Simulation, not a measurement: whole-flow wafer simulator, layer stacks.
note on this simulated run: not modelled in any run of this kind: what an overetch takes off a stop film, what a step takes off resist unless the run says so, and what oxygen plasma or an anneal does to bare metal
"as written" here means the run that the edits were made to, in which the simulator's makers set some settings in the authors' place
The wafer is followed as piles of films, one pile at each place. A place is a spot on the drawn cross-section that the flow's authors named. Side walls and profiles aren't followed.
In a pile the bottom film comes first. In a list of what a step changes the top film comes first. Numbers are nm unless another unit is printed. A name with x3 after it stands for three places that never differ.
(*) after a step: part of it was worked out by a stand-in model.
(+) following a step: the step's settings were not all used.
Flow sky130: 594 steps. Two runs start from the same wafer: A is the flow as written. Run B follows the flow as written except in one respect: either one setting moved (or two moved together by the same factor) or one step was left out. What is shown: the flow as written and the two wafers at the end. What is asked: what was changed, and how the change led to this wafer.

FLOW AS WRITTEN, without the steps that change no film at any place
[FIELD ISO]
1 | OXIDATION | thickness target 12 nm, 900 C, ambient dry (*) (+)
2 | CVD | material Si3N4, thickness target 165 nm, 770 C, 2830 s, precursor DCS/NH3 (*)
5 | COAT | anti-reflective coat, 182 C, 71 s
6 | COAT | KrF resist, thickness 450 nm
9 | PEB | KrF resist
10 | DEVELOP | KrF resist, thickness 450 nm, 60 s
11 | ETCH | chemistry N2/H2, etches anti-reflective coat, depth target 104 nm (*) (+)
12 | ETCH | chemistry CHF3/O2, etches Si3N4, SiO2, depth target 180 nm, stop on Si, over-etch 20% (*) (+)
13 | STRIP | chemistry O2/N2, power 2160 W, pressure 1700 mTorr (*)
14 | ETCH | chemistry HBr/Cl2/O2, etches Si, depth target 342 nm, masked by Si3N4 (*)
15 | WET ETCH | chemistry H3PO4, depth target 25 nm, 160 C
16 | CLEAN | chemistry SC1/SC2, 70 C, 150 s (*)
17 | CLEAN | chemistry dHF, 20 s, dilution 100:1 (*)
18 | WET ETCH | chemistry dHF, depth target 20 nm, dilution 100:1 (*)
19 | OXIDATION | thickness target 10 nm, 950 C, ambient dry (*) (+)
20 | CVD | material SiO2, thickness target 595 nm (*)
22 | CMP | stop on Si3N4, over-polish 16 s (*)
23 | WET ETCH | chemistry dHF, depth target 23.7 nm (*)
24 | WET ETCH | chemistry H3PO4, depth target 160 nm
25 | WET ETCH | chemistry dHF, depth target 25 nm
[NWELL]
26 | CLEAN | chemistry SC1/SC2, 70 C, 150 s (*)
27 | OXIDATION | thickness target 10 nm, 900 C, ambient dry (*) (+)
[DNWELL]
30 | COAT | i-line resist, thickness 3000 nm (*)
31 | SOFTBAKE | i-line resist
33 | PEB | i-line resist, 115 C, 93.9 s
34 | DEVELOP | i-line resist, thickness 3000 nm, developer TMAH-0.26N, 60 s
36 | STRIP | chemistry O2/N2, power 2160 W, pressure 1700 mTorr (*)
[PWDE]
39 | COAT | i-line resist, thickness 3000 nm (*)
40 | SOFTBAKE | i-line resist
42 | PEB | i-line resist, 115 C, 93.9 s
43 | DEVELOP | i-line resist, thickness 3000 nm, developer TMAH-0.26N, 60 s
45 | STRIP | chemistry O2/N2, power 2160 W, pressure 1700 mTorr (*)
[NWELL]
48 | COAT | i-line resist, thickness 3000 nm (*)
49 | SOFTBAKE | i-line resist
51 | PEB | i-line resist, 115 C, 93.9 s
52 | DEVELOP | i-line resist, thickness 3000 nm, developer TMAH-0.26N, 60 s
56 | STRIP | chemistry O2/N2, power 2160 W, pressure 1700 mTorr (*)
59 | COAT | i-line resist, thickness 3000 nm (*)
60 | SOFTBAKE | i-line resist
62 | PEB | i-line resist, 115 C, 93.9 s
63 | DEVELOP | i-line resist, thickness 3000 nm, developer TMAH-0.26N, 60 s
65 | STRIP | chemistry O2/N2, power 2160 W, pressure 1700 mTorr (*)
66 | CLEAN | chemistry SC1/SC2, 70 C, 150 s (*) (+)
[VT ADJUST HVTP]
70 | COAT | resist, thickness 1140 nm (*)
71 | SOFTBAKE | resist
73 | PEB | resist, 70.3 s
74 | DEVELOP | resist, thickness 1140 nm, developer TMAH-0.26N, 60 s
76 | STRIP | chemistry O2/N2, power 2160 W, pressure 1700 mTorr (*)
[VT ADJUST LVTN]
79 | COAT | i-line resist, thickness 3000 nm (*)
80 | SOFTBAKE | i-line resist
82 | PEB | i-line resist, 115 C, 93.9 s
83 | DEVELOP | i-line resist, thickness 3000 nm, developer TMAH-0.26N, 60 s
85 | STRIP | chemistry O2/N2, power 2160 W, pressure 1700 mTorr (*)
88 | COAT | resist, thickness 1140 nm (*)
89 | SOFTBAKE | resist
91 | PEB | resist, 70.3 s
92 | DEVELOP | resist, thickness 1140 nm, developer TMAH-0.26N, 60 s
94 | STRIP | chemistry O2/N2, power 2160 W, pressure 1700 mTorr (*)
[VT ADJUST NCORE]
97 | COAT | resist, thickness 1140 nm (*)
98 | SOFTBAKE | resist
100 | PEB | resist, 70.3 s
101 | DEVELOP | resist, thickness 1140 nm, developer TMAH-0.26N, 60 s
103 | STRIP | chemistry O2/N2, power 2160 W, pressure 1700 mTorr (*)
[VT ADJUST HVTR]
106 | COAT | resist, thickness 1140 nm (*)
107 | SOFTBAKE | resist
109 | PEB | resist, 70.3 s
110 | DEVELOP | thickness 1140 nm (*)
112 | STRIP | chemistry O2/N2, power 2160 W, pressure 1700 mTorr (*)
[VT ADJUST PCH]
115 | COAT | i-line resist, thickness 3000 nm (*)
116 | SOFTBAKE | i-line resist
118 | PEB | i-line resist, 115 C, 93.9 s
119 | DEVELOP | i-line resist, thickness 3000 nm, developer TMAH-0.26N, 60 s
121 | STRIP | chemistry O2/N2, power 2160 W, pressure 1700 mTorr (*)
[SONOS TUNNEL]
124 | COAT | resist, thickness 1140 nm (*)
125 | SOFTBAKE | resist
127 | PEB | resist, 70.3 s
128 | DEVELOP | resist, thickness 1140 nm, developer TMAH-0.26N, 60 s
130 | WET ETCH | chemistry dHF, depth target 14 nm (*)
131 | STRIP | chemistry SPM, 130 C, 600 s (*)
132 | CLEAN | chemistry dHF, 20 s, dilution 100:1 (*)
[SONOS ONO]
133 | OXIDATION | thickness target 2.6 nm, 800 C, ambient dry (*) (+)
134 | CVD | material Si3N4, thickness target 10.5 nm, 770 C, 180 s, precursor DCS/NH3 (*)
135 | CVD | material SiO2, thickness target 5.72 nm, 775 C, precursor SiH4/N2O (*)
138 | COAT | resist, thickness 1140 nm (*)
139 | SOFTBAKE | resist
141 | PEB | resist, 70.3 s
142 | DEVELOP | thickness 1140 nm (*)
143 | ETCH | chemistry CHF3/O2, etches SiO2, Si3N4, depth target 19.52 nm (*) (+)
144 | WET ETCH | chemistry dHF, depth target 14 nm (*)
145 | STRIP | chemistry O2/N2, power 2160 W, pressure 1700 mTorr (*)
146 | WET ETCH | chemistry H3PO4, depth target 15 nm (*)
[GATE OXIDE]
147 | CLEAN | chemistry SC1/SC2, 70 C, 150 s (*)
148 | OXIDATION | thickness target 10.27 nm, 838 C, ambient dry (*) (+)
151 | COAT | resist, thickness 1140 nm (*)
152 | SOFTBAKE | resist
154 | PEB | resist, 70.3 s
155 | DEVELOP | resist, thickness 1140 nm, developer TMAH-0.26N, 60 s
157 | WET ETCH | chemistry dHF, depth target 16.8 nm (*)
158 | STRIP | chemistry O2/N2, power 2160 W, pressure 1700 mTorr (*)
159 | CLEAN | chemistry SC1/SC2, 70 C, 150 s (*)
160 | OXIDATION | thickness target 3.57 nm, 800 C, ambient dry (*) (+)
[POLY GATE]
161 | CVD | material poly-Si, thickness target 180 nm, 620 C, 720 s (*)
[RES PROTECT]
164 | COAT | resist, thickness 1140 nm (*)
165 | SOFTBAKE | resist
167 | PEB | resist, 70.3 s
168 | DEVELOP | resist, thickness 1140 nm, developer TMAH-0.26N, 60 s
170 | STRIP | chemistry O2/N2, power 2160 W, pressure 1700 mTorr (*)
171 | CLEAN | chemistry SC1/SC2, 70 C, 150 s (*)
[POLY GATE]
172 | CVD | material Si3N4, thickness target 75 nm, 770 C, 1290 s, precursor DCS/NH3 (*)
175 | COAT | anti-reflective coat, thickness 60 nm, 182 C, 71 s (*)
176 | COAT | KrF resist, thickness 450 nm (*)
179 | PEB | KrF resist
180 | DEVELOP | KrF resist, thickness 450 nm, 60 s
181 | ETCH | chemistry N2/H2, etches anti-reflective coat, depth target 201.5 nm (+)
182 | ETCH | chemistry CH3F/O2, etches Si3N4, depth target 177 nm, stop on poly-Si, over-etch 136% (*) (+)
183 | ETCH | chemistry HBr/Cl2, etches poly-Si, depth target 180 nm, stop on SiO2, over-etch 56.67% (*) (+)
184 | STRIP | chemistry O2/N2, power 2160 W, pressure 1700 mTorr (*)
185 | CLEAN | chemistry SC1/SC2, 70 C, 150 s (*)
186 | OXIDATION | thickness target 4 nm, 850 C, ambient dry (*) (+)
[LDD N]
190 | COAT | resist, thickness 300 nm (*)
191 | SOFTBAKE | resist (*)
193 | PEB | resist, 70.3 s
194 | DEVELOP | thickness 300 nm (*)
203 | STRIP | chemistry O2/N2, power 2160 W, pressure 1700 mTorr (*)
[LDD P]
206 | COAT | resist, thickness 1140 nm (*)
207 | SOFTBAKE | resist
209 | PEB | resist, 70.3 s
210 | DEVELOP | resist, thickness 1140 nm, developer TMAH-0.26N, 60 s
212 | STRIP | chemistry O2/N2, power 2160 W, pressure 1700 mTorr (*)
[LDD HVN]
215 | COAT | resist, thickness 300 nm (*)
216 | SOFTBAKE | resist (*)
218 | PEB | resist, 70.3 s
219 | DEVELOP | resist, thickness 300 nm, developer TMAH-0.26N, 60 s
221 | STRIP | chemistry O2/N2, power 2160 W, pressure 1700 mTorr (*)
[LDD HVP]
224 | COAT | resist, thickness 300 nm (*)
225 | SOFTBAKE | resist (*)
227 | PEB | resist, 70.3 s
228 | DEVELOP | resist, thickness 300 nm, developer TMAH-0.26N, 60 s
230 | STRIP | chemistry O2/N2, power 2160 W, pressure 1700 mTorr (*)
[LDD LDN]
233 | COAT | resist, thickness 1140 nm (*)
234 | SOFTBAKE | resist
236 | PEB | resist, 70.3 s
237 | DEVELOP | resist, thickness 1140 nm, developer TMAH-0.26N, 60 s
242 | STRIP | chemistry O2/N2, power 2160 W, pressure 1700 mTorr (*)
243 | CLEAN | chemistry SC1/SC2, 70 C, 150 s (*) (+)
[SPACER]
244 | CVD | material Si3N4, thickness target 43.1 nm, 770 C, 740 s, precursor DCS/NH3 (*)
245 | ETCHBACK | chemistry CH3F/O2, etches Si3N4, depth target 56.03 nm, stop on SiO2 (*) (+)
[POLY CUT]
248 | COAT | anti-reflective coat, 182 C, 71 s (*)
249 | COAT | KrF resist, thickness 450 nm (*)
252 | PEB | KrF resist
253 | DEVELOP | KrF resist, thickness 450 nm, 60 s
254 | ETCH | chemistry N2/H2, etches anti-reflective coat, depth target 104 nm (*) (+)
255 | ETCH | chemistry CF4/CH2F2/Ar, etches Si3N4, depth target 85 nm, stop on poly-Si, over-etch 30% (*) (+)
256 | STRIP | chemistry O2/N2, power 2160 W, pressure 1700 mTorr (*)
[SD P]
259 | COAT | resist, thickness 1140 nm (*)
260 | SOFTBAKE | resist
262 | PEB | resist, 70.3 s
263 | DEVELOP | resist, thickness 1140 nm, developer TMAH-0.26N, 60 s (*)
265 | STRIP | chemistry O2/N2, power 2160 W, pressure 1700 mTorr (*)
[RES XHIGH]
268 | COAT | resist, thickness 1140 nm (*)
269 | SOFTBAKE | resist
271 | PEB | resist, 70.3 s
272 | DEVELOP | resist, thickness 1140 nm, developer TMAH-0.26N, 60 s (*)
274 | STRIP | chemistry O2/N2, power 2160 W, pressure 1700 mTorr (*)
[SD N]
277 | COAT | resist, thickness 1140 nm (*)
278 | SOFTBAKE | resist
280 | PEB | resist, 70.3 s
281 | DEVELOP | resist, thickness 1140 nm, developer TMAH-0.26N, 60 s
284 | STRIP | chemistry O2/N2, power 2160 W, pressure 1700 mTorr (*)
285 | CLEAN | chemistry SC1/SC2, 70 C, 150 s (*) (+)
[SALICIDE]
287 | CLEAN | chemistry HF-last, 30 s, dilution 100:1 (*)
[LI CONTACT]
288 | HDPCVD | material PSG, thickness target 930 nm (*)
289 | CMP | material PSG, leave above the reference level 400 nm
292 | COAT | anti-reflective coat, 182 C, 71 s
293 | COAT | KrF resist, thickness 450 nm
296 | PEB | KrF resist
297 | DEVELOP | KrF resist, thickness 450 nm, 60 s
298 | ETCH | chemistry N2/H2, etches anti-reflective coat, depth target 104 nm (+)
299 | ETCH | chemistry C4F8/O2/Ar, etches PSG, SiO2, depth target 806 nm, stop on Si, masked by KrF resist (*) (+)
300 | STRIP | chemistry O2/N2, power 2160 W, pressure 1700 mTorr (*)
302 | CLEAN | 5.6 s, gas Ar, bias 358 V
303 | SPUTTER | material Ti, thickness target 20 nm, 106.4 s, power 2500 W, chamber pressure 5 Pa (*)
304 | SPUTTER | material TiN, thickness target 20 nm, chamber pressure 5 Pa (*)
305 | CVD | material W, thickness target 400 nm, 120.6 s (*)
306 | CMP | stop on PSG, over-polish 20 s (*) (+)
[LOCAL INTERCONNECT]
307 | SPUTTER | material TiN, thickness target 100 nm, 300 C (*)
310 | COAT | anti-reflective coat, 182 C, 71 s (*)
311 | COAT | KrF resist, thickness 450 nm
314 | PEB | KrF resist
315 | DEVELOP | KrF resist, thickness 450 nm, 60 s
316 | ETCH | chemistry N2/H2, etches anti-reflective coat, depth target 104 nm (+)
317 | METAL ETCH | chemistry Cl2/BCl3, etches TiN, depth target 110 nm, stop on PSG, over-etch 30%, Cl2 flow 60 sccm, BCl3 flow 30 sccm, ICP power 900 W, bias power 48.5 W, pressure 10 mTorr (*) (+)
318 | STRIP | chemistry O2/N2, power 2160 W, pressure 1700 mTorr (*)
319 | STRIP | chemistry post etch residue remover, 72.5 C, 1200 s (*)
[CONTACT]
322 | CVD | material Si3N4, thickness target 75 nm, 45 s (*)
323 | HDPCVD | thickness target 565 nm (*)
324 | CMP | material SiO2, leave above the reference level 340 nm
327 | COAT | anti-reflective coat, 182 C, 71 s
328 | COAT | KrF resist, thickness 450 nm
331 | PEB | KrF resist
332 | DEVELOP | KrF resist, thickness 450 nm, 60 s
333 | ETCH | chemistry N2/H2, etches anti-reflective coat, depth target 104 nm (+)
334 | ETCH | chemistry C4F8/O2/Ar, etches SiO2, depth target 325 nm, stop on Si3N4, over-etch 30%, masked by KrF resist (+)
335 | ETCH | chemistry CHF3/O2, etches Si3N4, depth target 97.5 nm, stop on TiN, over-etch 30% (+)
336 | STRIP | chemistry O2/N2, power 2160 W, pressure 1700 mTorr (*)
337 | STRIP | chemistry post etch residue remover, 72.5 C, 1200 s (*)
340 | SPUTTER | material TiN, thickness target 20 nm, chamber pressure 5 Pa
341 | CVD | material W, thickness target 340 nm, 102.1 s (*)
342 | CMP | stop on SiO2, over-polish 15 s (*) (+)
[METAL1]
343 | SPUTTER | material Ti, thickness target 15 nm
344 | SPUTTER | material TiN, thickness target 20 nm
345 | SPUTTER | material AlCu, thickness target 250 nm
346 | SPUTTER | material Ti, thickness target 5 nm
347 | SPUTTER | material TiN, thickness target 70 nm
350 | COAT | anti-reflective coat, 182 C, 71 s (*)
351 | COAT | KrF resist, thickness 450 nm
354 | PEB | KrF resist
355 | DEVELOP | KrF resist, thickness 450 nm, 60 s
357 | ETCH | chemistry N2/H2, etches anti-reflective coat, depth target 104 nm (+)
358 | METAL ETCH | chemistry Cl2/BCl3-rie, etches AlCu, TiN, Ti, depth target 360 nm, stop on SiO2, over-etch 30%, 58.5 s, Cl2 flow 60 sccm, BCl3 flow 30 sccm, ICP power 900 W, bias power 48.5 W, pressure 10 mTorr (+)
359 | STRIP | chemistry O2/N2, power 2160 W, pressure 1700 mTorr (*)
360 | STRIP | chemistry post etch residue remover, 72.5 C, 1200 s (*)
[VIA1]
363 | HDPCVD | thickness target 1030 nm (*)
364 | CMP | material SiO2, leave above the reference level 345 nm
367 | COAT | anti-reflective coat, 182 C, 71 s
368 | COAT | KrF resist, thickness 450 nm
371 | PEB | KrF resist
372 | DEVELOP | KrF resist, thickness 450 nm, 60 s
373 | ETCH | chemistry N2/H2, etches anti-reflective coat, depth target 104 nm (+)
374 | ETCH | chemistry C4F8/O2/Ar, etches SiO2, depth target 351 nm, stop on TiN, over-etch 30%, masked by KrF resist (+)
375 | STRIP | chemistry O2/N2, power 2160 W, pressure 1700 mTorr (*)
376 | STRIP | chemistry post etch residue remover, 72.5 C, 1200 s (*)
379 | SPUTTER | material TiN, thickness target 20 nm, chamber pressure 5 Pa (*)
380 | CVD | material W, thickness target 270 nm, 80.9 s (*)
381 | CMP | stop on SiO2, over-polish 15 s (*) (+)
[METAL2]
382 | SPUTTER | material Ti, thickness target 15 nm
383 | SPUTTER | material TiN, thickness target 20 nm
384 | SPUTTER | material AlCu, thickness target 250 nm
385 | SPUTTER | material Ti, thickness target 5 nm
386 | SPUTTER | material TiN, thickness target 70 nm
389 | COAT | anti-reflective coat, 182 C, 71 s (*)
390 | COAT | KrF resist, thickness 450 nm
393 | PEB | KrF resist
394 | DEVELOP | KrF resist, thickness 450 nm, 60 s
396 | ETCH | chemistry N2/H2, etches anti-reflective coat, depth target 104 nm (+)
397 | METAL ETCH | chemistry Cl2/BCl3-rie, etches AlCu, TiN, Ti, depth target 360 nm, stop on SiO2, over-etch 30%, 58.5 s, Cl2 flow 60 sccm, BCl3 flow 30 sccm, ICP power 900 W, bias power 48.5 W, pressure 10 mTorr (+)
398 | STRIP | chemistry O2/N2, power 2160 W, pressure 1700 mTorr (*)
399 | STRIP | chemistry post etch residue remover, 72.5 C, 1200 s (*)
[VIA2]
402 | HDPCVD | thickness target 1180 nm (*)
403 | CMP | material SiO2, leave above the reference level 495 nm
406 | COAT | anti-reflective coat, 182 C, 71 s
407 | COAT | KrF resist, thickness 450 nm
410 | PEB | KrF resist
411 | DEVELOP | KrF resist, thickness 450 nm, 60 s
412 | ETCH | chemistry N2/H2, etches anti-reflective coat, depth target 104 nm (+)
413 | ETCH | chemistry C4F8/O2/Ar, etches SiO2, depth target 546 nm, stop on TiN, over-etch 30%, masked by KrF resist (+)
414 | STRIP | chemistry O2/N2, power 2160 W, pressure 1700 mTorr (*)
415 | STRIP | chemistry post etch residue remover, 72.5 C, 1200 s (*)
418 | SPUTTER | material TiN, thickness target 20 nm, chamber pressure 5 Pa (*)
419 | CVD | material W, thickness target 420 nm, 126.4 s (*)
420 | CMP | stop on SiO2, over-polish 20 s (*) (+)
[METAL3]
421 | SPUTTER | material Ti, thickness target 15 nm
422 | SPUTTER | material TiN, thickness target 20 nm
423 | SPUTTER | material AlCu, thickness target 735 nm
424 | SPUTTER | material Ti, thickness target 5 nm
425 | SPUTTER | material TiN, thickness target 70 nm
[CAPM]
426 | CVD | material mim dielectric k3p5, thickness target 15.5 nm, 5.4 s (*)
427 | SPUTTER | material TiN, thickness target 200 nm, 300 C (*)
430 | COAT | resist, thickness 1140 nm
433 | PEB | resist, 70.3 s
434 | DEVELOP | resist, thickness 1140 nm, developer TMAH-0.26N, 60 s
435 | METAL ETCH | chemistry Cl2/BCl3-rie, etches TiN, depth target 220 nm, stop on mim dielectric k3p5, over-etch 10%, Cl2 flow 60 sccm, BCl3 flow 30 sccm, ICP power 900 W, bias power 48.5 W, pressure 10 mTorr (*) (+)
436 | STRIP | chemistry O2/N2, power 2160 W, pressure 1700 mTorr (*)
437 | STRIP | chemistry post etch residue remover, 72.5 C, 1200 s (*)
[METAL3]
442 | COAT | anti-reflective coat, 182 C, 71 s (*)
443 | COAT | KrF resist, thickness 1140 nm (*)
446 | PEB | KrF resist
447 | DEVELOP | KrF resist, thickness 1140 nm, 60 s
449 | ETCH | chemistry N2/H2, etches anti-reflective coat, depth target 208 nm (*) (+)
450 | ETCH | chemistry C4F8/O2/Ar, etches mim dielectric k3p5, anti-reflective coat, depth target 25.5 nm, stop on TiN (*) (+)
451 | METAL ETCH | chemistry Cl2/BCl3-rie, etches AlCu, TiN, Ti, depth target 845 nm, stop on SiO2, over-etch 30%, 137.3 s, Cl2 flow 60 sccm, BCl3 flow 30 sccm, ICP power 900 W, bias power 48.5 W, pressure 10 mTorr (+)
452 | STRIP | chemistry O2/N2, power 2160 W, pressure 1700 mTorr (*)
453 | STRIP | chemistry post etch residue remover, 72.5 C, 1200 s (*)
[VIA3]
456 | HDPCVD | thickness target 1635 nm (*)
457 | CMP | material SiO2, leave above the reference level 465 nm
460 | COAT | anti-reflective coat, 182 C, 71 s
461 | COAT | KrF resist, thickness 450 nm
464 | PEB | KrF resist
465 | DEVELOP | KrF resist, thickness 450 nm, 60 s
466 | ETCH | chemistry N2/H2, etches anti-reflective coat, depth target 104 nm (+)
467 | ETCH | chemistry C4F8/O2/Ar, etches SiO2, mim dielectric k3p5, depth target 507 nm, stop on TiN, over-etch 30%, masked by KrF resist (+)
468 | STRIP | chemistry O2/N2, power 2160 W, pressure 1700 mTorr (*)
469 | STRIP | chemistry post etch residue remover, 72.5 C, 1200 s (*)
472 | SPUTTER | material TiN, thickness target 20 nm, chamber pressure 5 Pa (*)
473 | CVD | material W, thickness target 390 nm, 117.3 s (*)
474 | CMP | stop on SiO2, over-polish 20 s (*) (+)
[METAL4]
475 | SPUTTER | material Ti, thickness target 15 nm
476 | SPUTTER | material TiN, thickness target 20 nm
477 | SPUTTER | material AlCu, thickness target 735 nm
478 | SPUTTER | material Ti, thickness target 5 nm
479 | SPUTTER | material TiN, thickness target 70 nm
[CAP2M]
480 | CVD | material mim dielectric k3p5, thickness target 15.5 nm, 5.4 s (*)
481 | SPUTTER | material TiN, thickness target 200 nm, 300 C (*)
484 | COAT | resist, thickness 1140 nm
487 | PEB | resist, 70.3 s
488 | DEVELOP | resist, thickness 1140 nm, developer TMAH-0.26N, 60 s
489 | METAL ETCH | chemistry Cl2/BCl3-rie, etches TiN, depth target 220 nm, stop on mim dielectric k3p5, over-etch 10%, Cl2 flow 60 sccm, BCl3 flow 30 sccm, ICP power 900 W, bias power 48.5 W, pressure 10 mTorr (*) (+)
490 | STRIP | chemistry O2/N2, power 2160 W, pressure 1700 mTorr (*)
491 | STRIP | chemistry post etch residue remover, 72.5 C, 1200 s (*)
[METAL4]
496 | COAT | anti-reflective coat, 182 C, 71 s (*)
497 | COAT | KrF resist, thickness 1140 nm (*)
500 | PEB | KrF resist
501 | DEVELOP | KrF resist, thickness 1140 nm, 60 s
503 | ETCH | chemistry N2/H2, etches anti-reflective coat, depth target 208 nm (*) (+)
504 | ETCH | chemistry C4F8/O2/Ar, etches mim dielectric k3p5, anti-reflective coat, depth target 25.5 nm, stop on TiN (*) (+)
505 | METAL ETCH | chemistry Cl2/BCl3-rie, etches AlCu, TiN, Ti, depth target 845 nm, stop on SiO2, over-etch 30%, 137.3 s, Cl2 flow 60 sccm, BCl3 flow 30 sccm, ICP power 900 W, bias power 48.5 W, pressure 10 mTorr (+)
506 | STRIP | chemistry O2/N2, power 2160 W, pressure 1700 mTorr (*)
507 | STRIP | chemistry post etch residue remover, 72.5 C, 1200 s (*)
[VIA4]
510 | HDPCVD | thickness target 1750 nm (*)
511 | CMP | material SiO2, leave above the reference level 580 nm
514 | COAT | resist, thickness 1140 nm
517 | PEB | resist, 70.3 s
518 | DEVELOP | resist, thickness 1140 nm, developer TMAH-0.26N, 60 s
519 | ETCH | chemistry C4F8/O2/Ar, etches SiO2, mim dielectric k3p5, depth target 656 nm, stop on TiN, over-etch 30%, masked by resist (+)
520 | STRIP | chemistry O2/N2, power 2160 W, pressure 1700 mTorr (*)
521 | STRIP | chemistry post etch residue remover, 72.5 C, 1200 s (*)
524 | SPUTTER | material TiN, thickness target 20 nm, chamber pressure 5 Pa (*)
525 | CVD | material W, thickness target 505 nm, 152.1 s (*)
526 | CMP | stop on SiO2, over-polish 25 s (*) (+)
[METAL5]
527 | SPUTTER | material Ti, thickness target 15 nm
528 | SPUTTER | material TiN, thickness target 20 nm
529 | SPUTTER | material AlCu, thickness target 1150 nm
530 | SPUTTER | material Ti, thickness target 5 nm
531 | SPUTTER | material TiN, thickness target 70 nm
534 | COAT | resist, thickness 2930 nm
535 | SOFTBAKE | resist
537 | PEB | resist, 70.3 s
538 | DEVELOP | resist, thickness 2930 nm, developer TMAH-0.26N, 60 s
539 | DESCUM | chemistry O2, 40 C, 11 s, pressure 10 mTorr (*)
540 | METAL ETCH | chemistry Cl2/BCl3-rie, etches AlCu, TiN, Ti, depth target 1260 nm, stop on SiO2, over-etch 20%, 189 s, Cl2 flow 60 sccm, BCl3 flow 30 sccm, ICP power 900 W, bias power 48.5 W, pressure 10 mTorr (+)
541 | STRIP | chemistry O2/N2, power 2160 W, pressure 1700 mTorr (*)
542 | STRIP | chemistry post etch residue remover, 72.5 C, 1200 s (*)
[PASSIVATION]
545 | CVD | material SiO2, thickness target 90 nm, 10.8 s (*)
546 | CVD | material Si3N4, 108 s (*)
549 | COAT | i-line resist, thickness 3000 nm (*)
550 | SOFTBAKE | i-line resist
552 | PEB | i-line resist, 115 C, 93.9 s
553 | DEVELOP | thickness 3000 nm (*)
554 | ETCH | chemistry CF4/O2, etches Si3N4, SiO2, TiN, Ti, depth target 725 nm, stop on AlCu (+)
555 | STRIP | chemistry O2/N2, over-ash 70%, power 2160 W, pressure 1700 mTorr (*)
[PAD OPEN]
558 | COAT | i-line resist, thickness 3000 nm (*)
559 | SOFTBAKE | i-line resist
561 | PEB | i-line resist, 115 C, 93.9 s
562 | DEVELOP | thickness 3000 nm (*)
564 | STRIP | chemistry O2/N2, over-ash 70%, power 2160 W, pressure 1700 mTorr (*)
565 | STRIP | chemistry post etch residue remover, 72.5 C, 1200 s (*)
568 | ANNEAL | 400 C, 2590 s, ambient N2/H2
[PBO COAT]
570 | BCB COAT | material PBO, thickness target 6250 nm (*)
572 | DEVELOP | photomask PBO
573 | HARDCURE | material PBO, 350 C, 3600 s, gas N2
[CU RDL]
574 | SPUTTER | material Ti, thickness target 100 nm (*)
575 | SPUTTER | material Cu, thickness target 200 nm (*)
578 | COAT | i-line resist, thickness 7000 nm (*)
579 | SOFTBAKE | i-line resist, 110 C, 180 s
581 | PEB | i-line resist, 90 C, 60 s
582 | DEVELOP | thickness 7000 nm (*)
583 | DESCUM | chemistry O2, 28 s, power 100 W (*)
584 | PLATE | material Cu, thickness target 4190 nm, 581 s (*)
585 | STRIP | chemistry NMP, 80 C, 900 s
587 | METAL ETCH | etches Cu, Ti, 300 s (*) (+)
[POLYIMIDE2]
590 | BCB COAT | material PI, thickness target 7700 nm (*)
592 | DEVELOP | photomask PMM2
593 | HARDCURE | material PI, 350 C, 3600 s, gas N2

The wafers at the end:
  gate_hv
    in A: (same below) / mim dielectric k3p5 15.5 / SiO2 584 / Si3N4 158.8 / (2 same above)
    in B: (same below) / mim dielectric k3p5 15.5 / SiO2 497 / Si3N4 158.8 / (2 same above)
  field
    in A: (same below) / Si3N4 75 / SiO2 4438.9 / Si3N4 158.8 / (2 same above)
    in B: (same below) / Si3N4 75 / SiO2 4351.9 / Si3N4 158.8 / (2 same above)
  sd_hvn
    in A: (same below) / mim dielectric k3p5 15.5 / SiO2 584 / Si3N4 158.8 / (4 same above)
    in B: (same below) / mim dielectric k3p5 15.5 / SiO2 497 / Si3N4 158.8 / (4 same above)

What caused this: step 511, CMP: leave above the reference level 493 nm was run, though the flow has leave above the reference level 580 nm.

Step by step, how the change led to this:
  511 | CMP | material SiO2, leave above the reference level 580 nm
      n_well, p_well, gate_hv and 99 more: A SiO2 loses 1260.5 | B SiO2 loses 1347.5
      field, active, gate and 77 more: A SiO2 loses 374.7 | B SiO2 loses 461.7
      (also at 11 further places)
  519 | ETCH | chemistry C4F8/O2/Ar, etches SiO2, mim dielectric k3p5, depth target 656 nm, stop on TiN, over-etch 30%, masked by resist (+)
      field, active, n_well and 188 more: A resist loses 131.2 | B resist loses 108.8
      m1: A SiO2 loses 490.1 (all of it), mim dielectric k3p5 loses 15.5 (all of it) | B SiO2 loses 403.1 (all of it), mim dielectric k3p5 loses 15.5 (all of it)
      (also at 1 further place)
  520 | STRIP | chemistry O2/N2, power 2160 W, pressure 1700 mTorr (*)
      field, active, n_well and 188 more: A resist loses 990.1 (all of it) | B resist loses 1012.4 (all of it)
  524 | SPUTTER | material TiN, thickness target 20 nm, chamber pressure 5 Pa (*)
      m1, via4_hole: A TiN gains 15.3 | B TiN gains 15.9
  525 | CVD | material W, thickness target 505 nm, 152.1 s (*)
      m1: A W gains 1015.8 (new film) | B W gains 928.2 (new film)
      via4_hole: A W gains 1015.2 (new film) | B W gains 927.6 (new film)
